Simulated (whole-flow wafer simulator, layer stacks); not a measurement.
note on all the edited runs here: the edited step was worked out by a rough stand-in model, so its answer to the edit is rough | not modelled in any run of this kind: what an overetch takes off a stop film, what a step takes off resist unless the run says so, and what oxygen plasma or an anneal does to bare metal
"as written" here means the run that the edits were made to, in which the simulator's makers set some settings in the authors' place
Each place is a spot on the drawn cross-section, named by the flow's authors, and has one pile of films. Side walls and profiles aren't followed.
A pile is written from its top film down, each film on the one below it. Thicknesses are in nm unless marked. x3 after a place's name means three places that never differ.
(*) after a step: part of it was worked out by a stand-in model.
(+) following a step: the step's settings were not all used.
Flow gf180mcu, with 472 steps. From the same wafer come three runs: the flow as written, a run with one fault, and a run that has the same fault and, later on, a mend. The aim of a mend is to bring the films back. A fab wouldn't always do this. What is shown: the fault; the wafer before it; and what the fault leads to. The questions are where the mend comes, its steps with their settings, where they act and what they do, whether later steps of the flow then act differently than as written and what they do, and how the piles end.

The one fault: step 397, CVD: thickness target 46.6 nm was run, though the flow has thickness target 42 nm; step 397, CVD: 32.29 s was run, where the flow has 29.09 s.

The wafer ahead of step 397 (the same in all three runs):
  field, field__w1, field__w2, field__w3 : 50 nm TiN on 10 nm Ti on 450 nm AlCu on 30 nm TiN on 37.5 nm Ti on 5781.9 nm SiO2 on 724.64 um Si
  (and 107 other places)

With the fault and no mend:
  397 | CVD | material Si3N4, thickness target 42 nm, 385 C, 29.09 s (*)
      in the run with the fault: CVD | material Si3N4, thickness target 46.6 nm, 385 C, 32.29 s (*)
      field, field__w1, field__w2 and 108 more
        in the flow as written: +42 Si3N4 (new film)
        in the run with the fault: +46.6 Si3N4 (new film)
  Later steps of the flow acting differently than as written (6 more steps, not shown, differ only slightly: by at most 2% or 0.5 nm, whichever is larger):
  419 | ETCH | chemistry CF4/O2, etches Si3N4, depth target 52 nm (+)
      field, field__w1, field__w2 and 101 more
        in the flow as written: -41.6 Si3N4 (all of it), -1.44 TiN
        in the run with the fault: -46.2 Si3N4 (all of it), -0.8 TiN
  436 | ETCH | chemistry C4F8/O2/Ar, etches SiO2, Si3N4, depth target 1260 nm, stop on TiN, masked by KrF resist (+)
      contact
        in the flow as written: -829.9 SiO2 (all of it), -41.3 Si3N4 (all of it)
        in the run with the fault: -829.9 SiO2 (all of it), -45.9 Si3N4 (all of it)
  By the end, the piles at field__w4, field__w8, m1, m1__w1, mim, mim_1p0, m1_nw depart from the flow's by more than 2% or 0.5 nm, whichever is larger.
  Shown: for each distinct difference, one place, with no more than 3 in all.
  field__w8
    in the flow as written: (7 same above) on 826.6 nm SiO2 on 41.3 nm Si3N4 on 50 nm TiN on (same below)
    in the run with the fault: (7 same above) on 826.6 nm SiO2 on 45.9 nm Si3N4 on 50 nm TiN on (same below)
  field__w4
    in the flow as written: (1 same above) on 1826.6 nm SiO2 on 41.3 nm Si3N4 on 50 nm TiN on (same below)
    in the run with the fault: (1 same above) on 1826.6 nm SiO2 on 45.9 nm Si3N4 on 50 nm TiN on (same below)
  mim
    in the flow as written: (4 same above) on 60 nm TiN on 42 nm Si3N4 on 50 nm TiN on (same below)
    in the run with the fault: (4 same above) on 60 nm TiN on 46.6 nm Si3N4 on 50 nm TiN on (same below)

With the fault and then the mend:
  The mend follows step 397.
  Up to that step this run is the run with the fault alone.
  397a | WET ETCH | chemistry H3PO4, depth target 4.6 nm, 160 C (the flow's step 14, run once more with other settings)
      field, field__w1, field__w2 and 108 more
        -4.6 Si3N4
  None of the later steps of the flow acts differently than as written at any place that is followed.
  When the end is reached, the piles differ only a little from the flow's at the places that both follow, at most by 2% or 0.5 nm, whichever is larger.
